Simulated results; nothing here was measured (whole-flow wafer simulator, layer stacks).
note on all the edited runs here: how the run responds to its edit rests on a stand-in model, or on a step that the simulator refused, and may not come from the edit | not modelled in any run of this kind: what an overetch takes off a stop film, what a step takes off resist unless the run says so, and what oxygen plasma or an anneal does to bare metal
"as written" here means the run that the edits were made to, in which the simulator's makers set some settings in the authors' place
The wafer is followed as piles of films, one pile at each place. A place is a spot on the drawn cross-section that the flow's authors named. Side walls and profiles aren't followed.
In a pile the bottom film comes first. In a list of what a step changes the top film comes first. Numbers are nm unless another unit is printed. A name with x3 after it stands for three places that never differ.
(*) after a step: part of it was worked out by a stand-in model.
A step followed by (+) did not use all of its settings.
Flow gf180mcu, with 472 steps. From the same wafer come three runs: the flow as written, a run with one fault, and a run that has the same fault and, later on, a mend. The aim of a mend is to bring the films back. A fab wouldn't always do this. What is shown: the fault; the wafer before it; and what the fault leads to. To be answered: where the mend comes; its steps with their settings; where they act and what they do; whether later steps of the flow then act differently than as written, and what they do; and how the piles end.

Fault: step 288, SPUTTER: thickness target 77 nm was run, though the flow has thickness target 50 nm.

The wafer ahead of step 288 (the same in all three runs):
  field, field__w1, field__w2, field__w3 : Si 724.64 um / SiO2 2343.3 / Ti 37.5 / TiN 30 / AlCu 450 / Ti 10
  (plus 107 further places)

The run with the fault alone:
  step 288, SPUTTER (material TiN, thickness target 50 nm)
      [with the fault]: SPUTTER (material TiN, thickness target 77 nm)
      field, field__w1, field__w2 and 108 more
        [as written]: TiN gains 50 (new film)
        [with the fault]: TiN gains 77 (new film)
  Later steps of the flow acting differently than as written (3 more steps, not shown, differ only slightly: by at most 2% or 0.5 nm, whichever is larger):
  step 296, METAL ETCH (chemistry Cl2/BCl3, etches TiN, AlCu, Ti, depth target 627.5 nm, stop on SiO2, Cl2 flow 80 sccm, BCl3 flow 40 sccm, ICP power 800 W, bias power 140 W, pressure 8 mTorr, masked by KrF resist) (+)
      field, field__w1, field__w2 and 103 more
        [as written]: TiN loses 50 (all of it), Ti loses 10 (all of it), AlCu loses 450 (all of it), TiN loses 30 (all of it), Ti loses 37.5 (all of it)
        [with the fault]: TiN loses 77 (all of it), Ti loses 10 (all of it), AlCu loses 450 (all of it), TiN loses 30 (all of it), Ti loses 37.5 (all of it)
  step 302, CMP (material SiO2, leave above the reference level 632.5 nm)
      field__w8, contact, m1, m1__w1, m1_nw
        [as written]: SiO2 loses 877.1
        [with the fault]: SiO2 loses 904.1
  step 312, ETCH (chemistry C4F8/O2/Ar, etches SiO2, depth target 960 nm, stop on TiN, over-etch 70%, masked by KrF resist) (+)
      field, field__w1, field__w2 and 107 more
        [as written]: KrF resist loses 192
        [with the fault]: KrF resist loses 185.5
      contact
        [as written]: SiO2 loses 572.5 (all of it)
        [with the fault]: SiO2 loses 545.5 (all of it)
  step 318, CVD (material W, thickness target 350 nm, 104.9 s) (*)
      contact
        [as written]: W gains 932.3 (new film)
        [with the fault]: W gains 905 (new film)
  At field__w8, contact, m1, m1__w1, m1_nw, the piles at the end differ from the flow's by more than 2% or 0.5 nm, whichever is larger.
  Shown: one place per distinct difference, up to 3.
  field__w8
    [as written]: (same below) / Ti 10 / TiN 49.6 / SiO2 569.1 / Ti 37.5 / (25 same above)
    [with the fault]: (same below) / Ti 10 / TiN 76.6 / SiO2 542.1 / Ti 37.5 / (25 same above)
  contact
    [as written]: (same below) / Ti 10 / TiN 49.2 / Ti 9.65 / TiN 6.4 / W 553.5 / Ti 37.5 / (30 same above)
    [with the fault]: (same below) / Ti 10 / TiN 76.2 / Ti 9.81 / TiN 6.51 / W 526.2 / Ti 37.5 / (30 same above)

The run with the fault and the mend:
  The mend stands after step 295.
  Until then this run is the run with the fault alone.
  step 295a, STRIP (chemistry O2/N2, power 2160 W, pressure 1700 mTorr) (*)
      field__w8, contact, m1, m1__w1, m1_nw
        KrF resist loses 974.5 (all of it)
  step 295b, METAL ETCH (chemistry Cl2/BCl3, etches TiN, AlCu, Ti, depth target 27 nm, Cl2 flow 80 sccm, BCl3 flow 40 sccm, ICP power 800 W, bias power 140 W, pressure 8 mTorr) (the flow's step 260, run once more with other settings)
      field, field__w1, field__w2 and 108 more
        TiN loses 27
  step 295c, HMDS (120 C, 60 s) (the flow's step 290, run once more)
      does not change any film at any place that is followed
  step 295d, COAT (KrF resist, thickness 1000 nm) (the flow's step 291, run once more)
      field, field__w1, field__w2 and 108 more
        KrF resist gains 1000 (new film)
  step 295e, SOFTBAKE (KrF resist) (the flow's step 292, run once more)
      does not change any film at any place that is followed
  step 295f, EXPOSE (photomask Metal2) (the flow's step 293, run once more)
      does not change any film at any place that is followed
  step 295g, PEB (KrF resist, 135 C, 90 s) (the flow's step 294, run once more)
      field, field__w1, field__w2 and 108 more
        KrF resist loses 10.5
  step 295h, DEVELOP (thickness 1000 nm, 60 s) (the flow's step 295, run once more)
      field, field__w1, field__w2 and 103 more
        KrF resist loses 989.5 (all of it)
      field__w8, contact, m1, m1__w1, m1_nw
        KrF resist loses 14.9
  Every later step of the flow that is run acts as written at every place that is followed.
  At every place that both follow, the piles at the end match the flow's.
